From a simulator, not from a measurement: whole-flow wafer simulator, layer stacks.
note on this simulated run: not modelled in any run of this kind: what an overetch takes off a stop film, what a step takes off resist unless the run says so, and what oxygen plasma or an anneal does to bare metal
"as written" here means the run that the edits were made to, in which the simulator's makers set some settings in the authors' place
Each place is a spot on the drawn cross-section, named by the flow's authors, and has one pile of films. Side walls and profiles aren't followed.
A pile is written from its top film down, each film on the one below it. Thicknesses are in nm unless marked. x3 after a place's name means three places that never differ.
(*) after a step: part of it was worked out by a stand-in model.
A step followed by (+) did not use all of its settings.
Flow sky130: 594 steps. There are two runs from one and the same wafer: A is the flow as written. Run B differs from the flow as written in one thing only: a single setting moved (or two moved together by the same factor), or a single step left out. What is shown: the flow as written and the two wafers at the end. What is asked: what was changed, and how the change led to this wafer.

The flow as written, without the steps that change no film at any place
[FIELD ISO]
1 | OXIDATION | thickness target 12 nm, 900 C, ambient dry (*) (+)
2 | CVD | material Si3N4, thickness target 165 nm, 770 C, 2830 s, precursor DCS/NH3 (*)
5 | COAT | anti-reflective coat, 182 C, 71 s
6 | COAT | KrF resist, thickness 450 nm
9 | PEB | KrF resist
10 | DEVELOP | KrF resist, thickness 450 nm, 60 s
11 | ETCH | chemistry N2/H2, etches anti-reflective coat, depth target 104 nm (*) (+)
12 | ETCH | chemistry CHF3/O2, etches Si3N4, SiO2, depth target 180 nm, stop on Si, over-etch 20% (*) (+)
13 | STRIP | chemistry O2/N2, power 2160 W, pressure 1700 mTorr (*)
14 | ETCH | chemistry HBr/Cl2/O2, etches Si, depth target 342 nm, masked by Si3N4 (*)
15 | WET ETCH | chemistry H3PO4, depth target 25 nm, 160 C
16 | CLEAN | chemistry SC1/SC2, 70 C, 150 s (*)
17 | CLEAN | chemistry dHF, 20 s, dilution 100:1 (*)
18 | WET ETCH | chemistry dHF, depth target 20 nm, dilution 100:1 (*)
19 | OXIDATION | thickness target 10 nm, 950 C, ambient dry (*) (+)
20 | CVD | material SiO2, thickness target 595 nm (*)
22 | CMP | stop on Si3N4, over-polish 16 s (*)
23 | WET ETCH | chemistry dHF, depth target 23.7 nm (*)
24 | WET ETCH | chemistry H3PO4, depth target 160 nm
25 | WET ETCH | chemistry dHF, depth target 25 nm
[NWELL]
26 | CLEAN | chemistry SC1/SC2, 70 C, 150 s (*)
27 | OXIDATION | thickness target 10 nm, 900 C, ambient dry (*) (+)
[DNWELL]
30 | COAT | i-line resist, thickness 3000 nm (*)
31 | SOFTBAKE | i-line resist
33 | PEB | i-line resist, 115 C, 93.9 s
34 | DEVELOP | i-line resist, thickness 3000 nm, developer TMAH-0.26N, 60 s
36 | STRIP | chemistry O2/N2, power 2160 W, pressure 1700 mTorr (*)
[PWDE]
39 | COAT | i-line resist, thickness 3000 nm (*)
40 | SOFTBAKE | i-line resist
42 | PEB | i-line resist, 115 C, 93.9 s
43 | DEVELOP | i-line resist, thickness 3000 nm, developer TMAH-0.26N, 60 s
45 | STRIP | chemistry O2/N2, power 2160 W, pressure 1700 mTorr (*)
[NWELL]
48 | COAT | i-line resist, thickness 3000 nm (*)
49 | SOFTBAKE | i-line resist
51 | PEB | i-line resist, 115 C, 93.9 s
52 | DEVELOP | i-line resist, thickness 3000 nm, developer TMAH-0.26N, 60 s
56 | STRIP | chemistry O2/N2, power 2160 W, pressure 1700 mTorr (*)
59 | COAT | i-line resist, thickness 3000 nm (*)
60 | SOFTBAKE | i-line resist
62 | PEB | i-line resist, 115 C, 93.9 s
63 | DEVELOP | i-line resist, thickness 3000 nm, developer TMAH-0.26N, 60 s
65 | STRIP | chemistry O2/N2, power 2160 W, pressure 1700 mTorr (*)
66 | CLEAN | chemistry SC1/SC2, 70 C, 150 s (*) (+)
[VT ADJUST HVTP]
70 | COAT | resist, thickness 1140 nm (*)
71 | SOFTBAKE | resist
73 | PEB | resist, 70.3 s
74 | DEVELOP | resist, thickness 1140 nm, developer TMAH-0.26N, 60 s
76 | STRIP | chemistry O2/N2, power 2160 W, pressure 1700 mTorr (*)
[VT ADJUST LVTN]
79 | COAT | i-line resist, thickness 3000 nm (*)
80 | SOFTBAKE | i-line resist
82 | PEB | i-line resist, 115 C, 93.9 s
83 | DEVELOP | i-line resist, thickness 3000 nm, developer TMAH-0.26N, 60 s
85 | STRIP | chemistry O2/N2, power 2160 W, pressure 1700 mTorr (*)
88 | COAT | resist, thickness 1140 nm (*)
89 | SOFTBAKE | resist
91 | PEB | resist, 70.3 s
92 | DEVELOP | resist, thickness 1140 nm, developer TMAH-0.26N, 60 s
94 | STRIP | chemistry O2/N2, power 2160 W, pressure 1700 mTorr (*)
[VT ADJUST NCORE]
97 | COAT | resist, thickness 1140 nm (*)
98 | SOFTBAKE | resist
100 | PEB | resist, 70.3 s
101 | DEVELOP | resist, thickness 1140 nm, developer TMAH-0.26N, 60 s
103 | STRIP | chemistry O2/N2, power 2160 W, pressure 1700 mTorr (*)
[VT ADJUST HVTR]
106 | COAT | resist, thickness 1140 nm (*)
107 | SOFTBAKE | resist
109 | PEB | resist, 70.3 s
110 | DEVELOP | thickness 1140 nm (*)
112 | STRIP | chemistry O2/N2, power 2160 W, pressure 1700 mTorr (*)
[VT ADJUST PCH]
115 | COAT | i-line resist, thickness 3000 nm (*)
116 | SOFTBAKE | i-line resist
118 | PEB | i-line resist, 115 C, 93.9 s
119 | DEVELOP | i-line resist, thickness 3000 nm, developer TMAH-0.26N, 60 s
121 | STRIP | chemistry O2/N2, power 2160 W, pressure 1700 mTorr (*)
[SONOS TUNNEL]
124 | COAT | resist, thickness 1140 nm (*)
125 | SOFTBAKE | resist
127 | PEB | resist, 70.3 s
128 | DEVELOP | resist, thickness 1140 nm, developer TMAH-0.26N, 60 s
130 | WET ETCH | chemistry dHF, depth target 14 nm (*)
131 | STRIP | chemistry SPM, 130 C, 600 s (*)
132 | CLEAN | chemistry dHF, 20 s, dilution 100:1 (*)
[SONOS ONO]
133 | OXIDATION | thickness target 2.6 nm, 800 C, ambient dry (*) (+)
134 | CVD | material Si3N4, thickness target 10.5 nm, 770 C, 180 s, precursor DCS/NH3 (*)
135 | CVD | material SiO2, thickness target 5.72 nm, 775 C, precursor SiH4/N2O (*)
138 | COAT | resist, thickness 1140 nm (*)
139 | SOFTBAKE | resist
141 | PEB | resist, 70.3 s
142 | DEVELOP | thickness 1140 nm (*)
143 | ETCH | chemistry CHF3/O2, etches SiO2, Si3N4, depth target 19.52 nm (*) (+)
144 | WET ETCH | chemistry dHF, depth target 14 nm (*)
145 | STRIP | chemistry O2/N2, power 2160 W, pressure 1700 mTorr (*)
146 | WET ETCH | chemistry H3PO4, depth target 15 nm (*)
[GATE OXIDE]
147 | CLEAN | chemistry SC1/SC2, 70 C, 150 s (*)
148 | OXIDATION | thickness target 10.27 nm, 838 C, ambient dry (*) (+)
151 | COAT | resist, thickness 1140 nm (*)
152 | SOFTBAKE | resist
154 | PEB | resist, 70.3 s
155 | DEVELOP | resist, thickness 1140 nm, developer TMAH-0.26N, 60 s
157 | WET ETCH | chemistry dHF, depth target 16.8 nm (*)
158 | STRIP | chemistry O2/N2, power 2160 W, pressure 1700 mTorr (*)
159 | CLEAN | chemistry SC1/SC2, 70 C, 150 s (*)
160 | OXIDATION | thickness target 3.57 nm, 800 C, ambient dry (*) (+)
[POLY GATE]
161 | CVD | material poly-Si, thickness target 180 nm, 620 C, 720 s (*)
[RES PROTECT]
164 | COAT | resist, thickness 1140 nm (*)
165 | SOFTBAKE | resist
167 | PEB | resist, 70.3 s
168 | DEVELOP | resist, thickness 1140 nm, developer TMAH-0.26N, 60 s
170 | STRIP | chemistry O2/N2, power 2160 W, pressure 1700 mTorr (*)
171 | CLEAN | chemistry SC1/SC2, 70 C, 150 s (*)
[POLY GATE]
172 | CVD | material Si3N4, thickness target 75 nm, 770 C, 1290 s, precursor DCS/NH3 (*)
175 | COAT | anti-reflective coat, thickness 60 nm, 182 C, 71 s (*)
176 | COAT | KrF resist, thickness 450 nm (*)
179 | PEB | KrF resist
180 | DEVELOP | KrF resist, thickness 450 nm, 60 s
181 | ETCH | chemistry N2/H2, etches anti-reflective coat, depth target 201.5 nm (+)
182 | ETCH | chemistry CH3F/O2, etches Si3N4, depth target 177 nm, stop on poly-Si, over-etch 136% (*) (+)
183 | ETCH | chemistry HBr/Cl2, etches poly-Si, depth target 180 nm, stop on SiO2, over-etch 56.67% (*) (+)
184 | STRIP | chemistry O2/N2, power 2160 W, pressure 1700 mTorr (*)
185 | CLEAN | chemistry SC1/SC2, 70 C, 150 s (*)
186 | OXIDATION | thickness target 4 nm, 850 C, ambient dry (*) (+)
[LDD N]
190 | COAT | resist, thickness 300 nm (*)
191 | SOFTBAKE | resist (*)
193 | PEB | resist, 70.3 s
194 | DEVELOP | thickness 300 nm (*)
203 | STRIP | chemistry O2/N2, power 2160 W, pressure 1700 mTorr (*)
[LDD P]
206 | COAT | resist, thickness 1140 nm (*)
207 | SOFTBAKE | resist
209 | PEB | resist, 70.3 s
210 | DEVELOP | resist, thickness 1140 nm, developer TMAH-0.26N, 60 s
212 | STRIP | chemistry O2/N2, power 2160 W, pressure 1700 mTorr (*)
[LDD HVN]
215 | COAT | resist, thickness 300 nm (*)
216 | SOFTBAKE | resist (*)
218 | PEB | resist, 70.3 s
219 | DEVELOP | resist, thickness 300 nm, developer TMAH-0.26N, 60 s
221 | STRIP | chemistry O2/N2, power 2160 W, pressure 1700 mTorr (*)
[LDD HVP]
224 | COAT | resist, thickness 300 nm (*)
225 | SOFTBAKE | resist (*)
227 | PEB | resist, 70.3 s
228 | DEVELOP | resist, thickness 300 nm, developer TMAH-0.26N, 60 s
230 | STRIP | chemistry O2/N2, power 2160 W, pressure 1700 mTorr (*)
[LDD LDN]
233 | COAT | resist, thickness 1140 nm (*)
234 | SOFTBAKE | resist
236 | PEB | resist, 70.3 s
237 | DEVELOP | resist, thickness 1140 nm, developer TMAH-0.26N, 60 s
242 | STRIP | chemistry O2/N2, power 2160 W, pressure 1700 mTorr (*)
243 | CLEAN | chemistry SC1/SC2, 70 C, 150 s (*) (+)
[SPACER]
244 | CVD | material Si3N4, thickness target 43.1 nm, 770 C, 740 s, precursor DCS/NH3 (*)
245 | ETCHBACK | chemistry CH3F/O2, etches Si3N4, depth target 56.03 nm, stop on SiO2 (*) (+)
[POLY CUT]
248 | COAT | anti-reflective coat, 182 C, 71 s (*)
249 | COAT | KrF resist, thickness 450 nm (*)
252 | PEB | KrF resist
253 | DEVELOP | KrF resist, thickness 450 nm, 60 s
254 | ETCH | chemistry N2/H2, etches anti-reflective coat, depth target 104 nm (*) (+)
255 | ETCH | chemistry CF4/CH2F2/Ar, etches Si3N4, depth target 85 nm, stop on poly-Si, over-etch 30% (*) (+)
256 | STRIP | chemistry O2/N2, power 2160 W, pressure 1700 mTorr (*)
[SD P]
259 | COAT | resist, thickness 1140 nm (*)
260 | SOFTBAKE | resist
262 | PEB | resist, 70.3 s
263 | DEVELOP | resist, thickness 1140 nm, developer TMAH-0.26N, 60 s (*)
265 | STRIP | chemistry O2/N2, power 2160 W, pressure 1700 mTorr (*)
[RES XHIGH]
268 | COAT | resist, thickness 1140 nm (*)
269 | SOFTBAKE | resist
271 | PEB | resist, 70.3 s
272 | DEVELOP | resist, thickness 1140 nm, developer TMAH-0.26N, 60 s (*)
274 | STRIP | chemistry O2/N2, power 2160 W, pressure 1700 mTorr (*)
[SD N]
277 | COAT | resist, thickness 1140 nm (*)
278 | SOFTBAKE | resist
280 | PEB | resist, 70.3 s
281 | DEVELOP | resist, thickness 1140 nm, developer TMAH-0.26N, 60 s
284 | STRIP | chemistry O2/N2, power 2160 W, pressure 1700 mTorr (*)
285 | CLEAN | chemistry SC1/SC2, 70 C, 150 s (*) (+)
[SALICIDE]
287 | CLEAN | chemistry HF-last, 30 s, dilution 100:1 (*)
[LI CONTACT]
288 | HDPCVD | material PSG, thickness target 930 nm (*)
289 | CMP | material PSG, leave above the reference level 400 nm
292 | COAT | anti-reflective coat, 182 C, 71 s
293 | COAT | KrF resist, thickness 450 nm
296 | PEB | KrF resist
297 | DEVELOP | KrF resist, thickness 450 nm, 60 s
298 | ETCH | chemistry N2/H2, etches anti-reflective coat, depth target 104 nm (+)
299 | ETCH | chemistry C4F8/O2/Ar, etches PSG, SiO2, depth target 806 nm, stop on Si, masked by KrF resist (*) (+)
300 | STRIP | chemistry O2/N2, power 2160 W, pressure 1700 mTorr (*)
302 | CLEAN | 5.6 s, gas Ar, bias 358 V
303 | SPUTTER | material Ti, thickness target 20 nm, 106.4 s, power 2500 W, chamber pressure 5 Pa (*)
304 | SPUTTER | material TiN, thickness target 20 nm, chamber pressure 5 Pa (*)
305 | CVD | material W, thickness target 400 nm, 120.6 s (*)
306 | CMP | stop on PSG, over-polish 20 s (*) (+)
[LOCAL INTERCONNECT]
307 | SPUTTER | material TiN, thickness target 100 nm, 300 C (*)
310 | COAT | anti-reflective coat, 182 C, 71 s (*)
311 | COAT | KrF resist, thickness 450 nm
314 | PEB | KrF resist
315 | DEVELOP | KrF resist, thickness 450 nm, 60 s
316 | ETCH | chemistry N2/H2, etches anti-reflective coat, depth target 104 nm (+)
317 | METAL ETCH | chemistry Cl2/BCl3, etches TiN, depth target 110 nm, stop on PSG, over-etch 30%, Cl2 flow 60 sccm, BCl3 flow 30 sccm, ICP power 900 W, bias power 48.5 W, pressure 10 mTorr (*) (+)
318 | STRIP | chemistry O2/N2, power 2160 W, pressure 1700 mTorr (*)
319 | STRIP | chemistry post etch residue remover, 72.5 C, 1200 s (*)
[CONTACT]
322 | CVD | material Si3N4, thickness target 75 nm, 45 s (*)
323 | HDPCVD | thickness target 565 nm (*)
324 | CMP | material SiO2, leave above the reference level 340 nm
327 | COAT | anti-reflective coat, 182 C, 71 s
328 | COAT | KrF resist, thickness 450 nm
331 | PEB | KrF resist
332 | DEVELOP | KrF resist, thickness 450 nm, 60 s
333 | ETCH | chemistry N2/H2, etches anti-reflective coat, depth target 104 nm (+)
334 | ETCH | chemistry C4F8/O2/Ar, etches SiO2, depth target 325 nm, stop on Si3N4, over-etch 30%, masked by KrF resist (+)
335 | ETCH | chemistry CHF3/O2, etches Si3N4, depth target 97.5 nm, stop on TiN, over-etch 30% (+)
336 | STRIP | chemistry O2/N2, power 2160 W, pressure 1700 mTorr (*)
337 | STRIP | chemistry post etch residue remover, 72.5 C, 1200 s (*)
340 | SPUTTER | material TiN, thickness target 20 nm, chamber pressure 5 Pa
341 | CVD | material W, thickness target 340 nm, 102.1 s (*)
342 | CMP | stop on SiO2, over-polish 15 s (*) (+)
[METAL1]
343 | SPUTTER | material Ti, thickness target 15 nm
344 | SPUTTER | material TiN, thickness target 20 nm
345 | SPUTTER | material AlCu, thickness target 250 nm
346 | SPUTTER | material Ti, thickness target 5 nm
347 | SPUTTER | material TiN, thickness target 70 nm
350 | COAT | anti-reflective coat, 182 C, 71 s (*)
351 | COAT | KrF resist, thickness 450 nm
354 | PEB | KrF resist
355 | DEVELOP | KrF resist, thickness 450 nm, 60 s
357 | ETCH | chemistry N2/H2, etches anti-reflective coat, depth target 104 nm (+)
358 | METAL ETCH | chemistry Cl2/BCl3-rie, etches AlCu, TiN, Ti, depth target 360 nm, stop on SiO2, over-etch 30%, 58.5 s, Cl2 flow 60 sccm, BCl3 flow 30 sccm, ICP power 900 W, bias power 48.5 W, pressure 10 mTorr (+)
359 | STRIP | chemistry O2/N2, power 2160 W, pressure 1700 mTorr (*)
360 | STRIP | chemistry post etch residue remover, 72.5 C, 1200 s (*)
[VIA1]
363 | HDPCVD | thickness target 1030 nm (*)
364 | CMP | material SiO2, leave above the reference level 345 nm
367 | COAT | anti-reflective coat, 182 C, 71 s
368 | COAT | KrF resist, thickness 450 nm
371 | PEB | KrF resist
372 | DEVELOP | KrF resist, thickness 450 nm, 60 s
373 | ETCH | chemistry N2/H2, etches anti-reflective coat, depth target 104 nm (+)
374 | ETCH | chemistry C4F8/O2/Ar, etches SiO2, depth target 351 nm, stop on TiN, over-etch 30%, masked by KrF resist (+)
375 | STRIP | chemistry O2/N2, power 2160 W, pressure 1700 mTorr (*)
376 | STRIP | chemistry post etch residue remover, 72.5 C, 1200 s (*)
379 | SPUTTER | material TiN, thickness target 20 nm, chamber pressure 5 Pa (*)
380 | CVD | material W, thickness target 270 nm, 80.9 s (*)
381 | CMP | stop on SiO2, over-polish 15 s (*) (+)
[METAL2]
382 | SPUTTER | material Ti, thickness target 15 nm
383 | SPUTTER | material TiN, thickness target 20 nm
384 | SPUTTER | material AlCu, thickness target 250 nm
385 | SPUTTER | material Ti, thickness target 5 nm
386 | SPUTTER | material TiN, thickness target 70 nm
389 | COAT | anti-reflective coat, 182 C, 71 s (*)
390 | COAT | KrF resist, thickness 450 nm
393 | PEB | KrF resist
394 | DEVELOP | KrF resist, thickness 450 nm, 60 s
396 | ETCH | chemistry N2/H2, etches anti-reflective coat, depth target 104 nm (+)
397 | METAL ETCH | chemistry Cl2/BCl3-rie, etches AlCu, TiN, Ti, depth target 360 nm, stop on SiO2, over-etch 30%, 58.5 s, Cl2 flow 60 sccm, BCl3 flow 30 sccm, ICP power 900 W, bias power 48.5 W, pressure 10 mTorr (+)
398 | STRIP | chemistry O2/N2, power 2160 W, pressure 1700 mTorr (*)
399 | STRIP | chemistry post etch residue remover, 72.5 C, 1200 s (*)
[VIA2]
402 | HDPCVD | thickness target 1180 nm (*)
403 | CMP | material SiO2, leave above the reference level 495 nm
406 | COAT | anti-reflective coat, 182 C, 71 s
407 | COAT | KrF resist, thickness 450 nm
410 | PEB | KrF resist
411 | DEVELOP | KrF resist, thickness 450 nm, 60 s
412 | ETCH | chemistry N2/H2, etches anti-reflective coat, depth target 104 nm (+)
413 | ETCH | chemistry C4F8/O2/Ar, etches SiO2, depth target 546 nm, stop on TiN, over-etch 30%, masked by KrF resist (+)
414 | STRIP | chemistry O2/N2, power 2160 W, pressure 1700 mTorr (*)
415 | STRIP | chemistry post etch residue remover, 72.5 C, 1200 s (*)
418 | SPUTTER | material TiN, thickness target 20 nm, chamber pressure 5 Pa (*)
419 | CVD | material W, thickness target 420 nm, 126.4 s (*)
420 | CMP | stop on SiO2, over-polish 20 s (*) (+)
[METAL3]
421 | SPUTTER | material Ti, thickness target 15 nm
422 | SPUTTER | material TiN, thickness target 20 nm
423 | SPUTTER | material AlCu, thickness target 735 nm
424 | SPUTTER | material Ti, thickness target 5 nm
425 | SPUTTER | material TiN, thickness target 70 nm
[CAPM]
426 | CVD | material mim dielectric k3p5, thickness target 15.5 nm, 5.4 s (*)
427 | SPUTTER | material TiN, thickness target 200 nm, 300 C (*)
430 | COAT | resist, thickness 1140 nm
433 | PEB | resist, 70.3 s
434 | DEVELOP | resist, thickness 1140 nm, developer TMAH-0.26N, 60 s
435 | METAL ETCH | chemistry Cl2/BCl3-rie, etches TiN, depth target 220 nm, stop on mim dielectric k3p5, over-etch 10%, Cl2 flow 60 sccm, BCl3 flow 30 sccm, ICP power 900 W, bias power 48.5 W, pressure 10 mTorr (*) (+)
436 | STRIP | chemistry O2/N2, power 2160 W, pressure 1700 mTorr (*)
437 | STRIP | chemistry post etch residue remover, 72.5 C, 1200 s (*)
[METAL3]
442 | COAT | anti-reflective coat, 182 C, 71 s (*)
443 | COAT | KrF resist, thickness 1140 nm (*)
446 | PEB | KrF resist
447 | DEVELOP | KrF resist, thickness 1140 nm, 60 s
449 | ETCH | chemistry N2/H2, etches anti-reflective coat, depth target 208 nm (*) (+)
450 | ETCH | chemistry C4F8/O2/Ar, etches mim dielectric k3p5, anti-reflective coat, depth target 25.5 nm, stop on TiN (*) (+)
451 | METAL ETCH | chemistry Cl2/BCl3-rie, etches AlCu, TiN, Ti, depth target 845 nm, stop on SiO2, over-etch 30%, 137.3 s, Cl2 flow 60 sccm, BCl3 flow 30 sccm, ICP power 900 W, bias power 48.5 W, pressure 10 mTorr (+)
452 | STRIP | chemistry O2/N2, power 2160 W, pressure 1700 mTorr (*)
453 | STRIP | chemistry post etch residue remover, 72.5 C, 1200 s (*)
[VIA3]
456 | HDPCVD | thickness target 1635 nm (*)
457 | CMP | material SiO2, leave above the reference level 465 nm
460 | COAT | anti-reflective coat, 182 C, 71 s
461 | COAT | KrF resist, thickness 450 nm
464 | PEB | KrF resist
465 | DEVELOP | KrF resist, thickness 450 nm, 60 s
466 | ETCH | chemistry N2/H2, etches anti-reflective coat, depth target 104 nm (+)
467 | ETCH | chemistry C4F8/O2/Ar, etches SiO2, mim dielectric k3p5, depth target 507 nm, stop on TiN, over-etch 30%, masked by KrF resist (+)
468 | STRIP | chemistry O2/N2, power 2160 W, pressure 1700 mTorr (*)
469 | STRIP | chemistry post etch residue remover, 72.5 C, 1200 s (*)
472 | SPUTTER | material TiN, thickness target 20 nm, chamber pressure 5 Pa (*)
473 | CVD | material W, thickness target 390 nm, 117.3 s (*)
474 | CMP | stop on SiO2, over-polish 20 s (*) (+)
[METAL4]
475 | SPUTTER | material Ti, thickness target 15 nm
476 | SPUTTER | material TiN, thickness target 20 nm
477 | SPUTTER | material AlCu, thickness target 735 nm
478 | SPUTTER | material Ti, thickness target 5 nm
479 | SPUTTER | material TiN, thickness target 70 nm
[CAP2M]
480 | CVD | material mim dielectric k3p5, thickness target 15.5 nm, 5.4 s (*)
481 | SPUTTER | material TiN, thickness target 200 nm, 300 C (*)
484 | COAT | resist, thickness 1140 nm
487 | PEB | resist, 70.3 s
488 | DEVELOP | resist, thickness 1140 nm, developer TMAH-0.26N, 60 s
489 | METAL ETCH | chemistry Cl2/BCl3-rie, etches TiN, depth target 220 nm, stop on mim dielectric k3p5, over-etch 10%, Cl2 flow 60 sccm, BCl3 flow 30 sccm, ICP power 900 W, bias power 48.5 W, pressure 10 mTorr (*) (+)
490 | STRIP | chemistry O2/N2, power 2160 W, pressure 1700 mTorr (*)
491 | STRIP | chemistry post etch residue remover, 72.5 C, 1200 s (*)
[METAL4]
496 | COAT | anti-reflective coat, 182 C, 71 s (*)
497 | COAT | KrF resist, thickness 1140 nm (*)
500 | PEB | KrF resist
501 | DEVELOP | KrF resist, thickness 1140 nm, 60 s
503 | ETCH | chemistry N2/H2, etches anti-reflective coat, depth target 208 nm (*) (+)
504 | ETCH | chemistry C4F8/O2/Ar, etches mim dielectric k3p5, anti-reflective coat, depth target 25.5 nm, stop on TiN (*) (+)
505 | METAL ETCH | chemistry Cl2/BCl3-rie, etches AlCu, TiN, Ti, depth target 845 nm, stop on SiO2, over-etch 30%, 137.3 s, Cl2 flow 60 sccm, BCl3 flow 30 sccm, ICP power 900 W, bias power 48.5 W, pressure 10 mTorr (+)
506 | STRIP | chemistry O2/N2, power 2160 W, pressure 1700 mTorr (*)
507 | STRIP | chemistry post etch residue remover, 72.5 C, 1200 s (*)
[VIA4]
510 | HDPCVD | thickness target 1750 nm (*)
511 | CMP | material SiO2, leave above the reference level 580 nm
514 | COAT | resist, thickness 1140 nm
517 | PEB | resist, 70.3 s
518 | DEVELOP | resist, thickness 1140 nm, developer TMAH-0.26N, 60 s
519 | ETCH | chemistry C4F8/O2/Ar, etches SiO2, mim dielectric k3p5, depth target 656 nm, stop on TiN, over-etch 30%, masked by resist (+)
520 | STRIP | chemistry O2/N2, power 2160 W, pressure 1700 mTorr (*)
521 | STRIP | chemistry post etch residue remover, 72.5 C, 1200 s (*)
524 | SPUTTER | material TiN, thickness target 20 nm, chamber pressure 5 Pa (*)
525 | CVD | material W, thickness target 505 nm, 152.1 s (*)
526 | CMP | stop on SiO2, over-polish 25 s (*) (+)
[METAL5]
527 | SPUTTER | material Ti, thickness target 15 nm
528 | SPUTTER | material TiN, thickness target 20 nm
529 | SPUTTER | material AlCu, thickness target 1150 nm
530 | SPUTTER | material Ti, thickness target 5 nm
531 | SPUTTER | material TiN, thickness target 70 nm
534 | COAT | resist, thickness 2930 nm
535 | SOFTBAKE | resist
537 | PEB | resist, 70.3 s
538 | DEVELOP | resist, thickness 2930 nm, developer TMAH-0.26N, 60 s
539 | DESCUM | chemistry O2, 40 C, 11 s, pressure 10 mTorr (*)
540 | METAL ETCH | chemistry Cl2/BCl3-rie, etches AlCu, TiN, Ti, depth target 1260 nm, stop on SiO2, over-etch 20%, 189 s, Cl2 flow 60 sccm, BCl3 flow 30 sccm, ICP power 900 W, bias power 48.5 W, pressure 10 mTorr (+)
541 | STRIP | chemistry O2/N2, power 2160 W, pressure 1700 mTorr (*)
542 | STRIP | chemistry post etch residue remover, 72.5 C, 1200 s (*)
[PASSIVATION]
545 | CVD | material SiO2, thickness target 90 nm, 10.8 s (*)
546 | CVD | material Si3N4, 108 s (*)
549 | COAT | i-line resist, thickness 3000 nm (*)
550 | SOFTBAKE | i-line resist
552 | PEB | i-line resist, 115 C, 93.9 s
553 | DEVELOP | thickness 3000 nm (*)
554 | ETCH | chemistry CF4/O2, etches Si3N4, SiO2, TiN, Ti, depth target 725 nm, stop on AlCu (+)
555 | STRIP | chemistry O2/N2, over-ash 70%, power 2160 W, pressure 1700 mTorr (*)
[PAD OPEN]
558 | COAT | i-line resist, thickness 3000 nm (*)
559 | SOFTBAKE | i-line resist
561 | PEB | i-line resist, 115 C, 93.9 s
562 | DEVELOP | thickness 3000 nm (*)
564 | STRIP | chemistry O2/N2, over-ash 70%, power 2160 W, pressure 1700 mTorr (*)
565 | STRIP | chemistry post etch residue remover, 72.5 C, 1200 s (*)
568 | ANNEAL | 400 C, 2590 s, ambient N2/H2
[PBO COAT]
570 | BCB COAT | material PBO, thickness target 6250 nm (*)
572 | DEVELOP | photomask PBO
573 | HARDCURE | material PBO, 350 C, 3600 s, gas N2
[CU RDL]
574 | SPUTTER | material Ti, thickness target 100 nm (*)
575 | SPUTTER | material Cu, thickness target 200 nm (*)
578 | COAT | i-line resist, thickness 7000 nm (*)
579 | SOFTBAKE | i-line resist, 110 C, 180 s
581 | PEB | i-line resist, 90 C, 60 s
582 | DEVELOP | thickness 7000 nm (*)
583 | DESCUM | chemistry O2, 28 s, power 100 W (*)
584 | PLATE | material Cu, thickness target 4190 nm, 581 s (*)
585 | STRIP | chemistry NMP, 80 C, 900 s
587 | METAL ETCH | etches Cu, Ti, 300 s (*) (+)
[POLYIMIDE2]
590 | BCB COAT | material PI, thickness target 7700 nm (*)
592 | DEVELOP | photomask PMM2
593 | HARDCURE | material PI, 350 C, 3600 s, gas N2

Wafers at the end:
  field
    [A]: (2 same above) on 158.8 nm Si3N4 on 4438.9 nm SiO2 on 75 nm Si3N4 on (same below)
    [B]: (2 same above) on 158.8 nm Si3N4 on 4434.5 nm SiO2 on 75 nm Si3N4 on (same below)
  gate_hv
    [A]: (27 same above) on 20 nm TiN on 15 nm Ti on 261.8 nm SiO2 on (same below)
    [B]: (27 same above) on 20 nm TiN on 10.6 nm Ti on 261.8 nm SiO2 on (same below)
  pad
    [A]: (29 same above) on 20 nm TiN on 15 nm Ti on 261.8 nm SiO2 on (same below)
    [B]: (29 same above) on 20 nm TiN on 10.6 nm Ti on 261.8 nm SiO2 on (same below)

What caused this: step 343, SPUTTER: thickness target 10.6 nm was run, while the flow as written has thickness target 15 nm.
The wafer itself shows it: gate_hv has Ti 10.6, and step 343 as written asks for 15 nm.

Step by step, how the change led to this:
  343 | SPUTTER | material Ti, thickness target 15 nm
      field, active, n_well and 188 more: A Ti gains 15 (new film) | B Ti gains 10.6 (new film)
  358 | METAL ETCH | chemistry Cl2/BCl3-rie, etches AlCu, TiN, Ti, depth target 360 nm, stop on SiO2, over-etch 30%, 58.5 s, Cl2 flow 60 sccm, BCl3 flow 30 sccm, ICP power 900 W, bias power 48.5 W, pressure 10 mTorr (+)
      field, active, gate and 81 more: A TiN loses 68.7 (all of it), Ti loses 5 (all of it), AlCu loses 250 (all of it), TiN loses 20 (all of it), Ti loses 15 (all of it), SiO2 loses 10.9 | B TiN loses 68.7 (all of it), Ti loses 5 (all of it), AlCu loses 250 (all of it), TiN loses 20 (all of it), Ti loses 10.6 (all of it), SiO2 loses 11.4
